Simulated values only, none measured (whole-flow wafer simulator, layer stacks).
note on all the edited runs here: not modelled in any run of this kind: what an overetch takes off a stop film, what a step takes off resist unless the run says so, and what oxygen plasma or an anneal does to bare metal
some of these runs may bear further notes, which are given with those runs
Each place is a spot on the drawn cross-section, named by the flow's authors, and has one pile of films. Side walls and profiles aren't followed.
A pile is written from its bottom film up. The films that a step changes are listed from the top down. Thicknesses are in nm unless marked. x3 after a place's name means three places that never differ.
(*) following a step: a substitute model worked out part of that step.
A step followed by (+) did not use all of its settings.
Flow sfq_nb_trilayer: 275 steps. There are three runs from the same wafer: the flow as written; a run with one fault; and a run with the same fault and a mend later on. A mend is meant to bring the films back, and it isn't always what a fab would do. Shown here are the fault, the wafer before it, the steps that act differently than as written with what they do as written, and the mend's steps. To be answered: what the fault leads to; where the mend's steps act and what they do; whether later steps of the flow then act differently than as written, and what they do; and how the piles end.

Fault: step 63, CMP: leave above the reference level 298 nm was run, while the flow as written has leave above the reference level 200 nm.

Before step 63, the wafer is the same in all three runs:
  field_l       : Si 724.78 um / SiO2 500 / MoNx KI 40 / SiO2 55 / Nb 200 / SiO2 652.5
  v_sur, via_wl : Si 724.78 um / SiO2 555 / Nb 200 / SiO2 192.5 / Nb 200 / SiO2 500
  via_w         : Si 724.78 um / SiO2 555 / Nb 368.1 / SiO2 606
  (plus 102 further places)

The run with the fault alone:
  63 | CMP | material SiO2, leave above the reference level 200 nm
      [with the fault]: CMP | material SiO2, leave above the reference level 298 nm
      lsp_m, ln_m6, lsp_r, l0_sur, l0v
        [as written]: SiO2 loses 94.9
        [with the fault]: nothing
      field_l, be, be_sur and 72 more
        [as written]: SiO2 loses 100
        [with the fault]: SiO2 loses 2
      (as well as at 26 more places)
  Steps further on in the flow that do not act as written (9 other steps are not shown; they differ only slightly, by no more than 2% or 0.5 nm, whichever is larger):
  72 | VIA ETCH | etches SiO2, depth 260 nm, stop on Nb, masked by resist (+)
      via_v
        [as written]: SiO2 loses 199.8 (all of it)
        [with the fault]: SiO2 loses 260
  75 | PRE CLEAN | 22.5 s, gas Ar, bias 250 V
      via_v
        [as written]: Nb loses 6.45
        [with the fault]: SiO2 loses 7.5
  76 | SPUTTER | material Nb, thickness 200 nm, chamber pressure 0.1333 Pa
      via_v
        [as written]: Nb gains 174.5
        [with the fault]: Nb gains 163.1 (new film)
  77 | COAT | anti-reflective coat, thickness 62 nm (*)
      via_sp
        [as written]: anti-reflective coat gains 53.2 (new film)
        [with the fault]: anti-reflective coat gains 51.9 (new film)
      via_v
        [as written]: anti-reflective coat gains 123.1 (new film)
        [with the fault]: anti-reflective coat gains 136.1 (new film)
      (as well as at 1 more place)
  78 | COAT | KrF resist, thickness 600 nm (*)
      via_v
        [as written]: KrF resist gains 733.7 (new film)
        [with the fault]: KrF resist gains 783.4 (new film)
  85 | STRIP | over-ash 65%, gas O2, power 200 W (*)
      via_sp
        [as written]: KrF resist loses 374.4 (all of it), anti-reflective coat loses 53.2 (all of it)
        [with the fault]: KrF resist loses 370.3 (all of it), anti-reflective coat loses 51.9 (all of it)
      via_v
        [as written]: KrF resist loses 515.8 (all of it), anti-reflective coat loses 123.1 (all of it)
        [with the fault]: KrF resist loses 565.3 (all of it), anti-reflective coat loses 136.1 (all of it)
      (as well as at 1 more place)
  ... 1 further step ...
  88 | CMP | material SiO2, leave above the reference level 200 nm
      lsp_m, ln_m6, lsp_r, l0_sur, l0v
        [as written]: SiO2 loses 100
        [with the fault]: SiO2 loses 96.9
  By the end, the piles at field_l, v_sur, via_wl and 103 more depart from the flow's by more than 2% or 0.5 nm, whichever is larger.
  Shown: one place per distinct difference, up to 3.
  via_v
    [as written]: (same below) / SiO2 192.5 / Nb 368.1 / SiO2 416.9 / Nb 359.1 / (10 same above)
    [with the fault]: (same below) / SiO2 192.5 / Nb 200 / SiO2 30.3 / Nb 163.1 / SiO2 489.6 / Nb 359.1 / (10 same above)
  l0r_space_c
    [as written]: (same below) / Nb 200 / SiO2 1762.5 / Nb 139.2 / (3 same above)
    [with the fault]: (same below) / Nb 200 / SiO2 1860.5 / Nb 139.2 / (3 same above)
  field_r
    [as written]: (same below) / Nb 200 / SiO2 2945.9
    [with the fault]: (same below) / Nb 200 / SiO2 3043.9

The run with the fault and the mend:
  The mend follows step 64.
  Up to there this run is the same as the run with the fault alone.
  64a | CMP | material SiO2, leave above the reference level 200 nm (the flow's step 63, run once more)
      field_l, v_sur, via_wl and 98 more
        SiO2 loses 98
      lsp_m, ln_m6, lsp_r, l0_sur, l0v
        SiO2 loses 94.9
  Every later step of the flow that is run acts as written at every place that is followed.
  The piles end the same as the flow's at every place that both follow.
